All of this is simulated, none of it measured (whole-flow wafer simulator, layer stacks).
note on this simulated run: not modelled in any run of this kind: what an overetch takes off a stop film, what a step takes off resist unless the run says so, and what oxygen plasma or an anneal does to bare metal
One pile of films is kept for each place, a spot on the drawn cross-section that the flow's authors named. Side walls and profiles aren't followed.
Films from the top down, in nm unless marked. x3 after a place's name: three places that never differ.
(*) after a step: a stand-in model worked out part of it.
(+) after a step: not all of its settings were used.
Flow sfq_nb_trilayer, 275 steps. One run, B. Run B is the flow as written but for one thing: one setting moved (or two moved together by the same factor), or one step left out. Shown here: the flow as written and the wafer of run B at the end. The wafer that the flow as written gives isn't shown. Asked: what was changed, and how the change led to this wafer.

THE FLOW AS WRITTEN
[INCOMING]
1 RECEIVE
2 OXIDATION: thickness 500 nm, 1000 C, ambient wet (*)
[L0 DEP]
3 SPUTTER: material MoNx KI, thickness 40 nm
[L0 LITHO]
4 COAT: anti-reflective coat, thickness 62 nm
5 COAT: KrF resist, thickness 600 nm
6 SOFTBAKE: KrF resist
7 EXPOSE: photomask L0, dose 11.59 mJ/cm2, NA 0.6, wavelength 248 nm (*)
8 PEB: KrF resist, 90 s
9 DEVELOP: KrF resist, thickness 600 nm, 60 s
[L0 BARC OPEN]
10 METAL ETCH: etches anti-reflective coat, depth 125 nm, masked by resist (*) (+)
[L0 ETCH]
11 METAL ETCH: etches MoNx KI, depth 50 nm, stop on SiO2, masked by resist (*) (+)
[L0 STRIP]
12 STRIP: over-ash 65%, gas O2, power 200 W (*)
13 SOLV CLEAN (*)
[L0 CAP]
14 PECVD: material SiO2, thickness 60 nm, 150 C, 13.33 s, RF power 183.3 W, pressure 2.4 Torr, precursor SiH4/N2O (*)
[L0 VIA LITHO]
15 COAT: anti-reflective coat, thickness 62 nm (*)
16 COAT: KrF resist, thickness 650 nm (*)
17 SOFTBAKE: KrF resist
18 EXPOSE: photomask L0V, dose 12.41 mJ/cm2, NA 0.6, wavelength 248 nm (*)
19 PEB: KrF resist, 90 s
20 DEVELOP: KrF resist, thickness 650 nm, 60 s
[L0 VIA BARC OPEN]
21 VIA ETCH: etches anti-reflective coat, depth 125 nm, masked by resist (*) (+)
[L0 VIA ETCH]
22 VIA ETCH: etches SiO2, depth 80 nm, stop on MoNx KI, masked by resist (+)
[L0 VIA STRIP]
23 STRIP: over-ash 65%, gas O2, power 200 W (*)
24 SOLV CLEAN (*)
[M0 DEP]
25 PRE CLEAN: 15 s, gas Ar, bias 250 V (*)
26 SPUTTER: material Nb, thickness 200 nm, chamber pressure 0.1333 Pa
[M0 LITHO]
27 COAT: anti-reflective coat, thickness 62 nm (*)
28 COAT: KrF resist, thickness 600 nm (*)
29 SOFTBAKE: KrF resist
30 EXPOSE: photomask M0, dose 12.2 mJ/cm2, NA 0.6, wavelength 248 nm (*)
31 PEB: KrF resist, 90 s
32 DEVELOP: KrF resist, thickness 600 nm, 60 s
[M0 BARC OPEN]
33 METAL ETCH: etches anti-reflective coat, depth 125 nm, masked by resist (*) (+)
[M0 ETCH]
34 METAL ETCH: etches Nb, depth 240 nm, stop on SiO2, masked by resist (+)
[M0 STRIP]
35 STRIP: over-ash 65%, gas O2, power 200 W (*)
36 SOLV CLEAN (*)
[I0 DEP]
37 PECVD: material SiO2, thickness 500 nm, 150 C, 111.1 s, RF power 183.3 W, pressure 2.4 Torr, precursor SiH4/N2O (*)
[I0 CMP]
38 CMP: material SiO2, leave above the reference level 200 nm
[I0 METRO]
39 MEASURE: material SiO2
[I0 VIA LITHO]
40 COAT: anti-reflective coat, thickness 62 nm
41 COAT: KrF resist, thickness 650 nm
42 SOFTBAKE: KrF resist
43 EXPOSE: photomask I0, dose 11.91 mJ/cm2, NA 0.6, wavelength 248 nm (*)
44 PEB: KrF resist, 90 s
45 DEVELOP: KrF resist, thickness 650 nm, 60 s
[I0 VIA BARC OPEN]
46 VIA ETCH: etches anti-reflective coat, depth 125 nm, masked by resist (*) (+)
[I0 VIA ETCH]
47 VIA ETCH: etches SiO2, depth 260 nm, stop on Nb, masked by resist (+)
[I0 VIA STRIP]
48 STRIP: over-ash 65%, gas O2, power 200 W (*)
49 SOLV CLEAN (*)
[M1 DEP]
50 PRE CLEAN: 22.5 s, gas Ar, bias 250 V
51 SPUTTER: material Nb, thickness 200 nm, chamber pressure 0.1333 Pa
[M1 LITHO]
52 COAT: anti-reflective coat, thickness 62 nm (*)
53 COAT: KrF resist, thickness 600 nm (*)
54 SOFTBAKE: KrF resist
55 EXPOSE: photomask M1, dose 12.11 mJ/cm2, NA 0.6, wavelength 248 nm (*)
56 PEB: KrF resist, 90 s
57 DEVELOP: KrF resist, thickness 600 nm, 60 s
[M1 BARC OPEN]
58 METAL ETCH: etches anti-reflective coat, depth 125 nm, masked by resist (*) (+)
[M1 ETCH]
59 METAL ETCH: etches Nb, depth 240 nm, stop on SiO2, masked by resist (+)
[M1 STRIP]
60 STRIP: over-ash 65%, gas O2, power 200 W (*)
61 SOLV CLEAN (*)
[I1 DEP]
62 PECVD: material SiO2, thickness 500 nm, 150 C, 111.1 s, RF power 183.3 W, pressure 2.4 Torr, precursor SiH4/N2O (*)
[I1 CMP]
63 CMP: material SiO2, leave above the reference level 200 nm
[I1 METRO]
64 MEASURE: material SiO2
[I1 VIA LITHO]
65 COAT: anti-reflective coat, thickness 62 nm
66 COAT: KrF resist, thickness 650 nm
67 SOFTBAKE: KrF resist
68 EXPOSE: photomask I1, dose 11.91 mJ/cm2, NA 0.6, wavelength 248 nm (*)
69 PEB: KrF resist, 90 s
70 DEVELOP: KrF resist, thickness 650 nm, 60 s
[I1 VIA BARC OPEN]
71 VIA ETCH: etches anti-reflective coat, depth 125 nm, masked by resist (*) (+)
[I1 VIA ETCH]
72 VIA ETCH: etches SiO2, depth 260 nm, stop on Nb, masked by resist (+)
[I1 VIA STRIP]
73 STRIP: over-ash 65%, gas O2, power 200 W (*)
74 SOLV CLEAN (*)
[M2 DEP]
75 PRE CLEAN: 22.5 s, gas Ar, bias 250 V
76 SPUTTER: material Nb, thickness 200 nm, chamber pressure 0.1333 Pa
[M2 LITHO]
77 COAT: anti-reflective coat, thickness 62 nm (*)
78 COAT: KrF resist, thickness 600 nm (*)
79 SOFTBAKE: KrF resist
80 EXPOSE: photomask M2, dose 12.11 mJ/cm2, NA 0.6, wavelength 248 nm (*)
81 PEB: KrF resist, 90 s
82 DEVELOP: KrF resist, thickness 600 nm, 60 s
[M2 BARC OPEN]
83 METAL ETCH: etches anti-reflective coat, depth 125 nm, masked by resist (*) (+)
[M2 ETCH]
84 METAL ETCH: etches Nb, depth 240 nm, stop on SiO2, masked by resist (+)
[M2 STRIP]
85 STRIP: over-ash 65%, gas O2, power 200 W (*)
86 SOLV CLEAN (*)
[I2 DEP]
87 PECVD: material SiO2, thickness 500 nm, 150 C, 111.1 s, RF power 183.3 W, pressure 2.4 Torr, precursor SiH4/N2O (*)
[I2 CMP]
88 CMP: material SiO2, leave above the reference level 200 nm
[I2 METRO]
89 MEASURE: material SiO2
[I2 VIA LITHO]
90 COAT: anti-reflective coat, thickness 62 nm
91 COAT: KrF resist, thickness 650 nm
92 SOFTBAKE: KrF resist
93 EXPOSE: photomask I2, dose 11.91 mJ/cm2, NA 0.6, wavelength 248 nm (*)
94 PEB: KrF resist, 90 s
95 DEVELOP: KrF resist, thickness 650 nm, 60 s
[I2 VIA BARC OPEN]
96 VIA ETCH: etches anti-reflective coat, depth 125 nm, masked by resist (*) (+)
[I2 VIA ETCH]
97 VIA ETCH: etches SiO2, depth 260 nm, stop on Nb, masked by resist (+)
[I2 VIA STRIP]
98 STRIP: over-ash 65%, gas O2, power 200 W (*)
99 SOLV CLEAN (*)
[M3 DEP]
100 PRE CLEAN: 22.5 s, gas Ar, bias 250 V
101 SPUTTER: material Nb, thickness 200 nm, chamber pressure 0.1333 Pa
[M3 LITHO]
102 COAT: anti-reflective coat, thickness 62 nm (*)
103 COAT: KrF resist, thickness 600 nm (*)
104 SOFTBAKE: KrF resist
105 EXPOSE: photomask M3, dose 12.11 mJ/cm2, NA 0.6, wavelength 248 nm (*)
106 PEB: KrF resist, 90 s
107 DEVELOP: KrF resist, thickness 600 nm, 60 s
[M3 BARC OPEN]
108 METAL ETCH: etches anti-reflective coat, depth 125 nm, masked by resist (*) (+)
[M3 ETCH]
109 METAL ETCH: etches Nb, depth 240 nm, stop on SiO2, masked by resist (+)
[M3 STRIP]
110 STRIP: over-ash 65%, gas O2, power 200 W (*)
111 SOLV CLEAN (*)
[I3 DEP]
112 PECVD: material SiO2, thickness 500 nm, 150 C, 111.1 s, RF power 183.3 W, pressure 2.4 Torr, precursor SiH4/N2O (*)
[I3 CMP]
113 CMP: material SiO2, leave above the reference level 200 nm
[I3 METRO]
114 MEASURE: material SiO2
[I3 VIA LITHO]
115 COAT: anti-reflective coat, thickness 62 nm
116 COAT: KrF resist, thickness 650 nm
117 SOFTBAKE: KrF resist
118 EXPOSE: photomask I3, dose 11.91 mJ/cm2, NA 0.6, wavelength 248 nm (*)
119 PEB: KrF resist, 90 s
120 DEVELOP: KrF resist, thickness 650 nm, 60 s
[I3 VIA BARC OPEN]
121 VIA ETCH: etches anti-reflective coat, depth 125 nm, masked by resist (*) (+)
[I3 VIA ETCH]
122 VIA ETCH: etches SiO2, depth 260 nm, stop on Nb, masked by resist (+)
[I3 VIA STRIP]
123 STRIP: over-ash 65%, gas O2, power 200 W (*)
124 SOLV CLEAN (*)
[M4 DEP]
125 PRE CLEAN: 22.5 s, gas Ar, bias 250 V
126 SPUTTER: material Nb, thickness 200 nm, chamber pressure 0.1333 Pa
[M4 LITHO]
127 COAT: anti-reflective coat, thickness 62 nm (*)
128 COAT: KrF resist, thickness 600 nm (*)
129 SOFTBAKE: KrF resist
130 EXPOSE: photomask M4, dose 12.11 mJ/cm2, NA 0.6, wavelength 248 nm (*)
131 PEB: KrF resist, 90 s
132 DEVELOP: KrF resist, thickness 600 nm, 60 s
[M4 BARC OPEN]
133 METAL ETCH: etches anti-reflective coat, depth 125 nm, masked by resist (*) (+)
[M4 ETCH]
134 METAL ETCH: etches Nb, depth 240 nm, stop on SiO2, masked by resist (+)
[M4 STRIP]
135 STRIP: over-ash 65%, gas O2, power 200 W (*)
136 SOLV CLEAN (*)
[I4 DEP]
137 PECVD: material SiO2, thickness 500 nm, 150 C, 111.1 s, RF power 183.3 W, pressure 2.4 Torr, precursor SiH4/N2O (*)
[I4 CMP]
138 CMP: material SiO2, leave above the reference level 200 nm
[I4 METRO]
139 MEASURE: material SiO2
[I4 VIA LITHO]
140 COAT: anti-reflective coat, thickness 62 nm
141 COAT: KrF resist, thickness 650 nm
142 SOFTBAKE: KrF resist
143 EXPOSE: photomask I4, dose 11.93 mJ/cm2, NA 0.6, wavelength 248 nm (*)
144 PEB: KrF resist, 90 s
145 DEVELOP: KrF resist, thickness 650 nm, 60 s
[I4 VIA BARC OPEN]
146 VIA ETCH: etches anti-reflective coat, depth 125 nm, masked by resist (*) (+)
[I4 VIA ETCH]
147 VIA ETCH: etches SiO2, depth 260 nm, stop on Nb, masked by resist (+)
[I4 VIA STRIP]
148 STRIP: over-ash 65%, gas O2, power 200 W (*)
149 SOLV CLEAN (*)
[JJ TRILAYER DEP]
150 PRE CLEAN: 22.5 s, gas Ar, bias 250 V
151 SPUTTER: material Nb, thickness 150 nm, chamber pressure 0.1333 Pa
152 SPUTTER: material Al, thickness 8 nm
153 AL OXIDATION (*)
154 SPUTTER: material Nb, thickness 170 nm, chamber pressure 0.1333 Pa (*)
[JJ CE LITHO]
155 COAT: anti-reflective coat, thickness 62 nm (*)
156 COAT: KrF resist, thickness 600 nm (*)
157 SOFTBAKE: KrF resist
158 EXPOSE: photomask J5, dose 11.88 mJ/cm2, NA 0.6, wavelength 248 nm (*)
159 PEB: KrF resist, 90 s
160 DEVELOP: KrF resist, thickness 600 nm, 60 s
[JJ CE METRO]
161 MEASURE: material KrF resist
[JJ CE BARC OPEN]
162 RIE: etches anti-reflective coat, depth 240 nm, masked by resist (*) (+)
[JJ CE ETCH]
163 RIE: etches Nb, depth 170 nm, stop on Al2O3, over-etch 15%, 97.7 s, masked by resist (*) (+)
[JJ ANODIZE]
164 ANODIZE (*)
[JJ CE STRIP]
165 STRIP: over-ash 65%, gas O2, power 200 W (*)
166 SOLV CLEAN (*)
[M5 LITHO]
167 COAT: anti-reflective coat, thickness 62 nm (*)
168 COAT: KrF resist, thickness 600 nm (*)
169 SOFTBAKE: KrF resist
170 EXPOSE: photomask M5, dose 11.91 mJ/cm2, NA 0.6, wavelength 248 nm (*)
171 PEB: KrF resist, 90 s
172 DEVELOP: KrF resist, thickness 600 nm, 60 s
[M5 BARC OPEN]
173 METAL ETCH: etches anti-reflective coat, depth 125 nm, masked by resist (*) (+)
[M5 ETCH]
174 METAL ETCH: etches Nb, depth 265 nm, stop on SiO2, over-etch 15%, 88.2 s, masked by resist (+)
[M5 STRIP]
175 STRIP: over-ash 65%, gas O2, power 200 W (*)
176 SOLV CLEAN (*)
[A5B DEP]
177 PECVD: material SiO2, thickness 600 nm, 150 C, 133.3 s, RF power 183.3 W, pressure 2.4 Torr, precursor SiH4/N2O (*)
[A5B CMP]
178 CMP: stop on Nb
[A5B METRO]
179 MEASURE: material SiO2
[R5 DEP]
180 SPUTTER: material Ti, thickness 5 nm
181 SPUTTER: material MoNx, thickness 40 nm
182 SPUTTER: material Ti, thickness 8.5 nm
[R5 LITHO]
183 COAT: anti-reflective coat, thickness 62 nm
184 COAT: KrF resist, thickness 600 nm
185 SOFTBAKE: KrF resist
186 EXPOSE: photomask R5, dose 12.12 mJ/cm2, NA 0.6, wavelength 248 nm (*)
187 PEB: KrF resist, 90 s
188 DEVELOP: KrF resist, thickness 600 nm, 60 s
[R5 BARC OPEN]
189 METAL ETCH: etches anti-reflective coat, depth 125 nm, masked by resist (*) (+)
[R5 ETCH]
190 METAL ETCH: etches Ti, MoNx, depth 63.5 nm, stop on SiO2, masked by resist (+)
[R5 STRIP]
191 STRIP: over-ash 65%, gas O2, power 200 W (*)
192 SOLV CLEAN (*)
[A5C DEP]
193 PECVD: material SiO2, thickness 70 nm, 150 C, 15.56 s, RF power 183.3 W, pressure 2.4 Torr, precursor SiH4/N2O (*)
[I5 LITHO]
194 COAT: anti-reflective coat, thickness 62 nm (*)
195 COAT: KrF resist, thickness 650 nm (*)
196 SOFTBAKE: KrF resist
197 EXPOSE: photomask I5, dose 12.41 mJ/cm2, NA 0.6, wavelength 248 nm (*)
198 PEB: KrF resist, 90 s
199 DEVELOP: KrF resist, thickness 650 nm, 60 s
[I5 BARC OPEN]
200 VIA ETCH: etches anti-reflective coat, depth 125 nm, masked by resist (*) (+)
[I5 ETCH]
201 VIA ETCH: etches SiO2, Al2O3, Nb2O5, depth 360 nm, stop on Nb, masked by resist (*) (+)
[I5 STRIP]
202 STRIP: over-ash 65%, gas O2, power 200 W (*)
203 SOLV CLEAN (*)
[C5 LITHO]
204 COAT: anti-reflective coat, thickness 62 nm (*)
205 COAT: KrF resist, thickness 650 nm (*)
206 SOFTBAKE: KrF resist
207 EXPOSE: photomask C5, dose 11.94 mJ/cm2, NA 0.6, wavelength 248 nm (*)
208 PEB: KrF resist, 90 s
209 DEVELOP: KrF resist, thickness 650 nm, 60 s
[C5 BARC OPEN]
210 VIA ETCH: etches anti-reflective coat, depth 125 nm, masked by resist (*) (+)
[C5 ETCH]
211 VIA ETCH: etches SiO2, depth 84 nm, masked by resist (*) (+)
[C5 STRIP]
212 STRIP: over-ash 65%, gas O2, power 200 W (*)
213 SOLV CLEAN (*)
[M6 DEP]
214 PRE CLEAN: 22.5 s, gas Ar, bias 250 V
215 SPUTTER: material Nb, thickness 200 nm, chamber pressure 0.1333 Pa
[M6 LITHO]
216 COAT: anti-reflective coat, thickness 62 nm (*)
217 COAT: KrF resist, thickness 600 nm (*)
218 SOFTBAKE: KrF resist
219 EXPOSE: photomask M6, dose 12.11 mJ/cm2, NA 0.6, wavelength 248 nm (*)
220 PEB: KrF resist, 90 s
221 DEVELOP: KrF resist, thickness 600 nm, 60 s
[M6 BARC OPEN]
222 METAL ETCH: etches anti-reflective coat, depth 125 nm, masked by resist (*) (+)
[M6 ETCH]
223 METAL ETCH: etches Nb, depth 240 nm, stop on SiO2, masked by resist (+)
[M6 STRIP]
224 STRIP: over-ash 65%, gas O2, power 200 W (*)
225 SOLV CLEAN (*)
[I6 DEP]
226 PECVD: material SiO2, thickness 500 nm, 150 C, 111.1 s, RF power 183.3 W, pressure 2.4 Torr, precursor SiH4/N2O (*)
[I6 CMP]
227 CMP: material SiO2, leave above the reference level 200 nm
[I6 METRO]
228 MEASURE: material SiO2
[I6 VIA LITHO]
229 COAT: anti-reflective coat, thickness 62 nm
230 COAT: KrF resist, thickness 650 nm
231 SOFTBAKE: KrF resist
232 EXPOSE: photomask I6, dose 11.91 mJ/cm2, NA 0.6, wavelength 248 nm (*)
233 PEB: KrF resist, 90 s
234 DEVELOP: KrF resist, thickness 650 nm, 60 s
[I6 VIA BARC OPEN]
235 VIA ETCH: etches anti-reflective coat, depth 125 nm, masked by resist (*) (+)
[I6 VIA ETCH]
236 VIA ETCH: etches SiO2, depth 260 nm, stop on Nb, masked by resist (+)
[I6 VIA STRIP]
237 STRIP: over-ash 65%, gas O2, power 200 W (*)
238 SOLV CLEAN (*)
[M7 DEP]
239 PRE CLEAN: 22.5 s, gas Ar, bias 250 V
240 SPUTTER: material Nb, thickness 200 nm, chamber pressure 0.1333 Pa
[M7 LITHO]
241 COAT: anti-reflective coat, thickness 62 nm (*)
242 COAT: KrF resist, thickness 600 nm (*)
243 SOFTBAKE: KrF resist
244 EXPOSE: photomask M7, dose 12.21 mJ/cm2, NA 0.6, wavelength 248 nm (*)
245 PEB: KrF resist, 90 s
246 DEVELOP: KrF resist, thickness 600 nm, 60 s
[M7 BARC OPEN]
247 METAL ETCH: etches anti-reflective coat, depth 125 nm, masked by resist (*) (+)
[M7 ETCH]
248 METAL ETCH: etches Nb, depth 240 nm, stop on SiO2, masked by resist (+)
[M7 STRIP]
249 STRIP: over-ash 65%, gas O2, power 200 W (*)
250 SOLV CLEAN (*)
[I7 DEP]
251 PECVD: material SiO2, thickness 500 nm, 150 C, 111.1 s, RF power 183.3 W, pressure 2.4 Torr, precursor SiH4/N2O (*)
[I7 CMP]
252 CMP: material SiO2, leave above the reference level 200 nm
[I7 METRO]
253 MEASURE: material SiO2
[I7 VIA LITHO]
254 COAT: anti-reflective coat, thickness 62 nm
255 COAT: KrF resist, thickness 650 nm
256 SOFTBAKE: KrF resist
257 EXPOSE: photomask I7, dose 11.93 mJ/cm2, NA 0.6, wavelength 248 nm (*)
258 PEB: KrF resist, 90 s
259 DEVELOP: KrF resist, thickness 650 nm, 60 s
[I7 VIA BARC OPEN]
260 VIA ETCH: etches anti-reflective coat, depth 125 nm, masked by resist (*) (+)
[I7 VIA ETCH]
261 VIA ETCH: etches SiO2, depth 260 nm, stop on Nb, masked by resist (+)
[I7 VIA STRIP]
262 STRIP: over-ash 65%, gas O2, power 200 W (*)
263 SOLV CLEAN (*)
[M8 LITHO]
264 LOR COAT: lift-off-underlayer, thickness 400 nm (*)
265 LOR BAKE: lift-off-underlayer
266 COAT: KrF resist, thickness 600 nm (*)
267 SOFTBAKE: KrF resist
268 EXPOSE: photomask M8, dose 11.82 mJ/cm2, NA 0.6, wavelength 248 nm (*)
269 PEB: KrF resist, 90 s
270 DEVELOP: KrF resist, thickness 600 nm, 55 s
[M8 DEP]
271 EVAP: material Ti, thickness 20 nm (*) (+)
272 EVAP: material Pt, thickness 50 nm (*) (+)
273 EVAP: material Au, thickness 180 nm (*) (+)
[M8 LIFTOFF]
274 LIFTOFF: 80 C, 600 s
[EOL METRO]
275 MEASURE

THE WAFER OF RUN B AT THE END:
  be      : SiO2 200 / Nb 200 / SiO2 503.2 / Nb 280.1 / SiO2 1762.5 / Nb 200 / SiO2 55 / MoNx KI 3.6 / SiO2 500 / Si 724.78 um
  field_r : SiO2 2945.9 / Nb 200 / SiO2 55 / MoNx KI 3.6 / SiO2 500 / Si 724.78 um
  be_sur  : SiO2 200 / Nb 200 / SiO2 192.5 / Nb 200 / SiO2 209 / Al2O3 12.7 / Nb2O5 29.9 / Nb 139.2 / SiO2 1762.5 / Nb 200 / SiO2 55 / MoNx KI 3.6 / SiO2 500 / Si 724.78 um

The cause: step 3, SPUTTER: thickness 53.6 nm was run, where the flow has thickness 40 nm.

How the change led to this, step by step:
  3 SPUTTER: material MoNx KI, thickness 40 nm
      field_l, v_sur, via_wl and 103 more: MoNx KI +53.6 (new film) (as written it would be: MoNx KI +40 (new film))
  11 METAL ETCH: etches MoNx KI, depth 50 nm, stop on SiO2, masked by resist (*) (+)
      v_sur, via_wl, via_w and 97 more: MoNx KI -50 (as written it would be: MoNx KI -40 (all of it))
  14 PECVD: material SiO2, thickness 60 nm, 150 C, 13.33 s, RF power 183.3 W, pressure 2.4 Torr, precursor SiH4/N2O (*)
      v_sur, via_wl, via_w and 97 more: SiO2 +60 (new film) (as written it would be: SiO2 +60)
  15 COAT: anti-reflective coat, thickness 62 nm (*)
      field_l: anti-reflective coat +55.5 (new film) (as written it would be: anti-reflective coat +56.7 (new film))
      v_sur: anti-reflective coat +74.9 (new film) (as written it would be: anti-reflective coat +72.2 (new film))
      (and at 2 more places)
  23 STRIP: over-ash 65%, gas O2, power 200 W (*)
      field_l: KrF resist -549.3 (all of it), anti-reflective coat -55.5 (all of it) (as written it would be: KrF resist -551.4 (all of it), anti-reflective coat -56.7 (all of it))
      v_sur: KrF resist -573.1 (all of it), anti-reflective coat -74.9 (all of it) (as written it would be: KrF resist -570.5 (all of it), anti-reflective coat -72.2 (all of it))
      (and at 2 more places)
  27 COAT: anti-reflective coat, thickness 62 nm (*)
      v_sur: anti-reflective coat +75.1 (new film) (as written it would be: anti-reflective coat +72.3 (new film))
      l0_sur: anti-reflective coat +46.5 (new film) (as written it would be: anti-reflective coat +47.5 (new film))
      (and at 1 more place)
  35 STRIP: over-ash 65%, gas O2, power 200 W (*)
      v_sur: KrF resist -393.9 (all of it), anti-reflective coat -75.1 (all of it) (as written it would be: KrF resist -391.6 (all of it), anti-reflective coat -72.3 (all of it))
      l0_sur: KrF resist -369.2 (all of it), anti-reflective coat -46.5 (all of it) (as written it would be: KrF resist -372 (all of it), anti-reflective coat -47.5 (all of it))
      (and at 1 more place)
  38 CMP: material SiO2, leave above the reference level 200 nm
      field_l, l0_sur, l0r_line_l, l0r_line_c, l0r_line_r: SiO2 -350 (as written it would be: SiO2 -340)
      l0v: SiO2 -287.8 (as written it would be: SiO2 -277.8)
Counting metal films that touch as one body, be has 4 bodies (between them, from the top down: SiO2 503.2; SiO2 1762.5; SiO2 55); the flow as written gives 3 bodies (between them, from the top down: SiO2 503.2; SiO2 1762.5).
Counting metal films that touch as one body, field_r has 2 bodies (between them, from the top down: SiO2 55); the flow as written gives 1 body.
Counting metal films that touch as one body, be_sur has 5 bodies (between them, from the top down: SiO2 192.5; SiO2 209 / Al2O3 12.7 / Nb2O5 29.9; SiO2 1762.5; SiO2 55); the flow as written gives 4 bodies (between them, from the top down: SiO2 192.5; SiO2 209 / Al2O3 12.7 / Nb2O5 29.9; SiO2 1762.5).
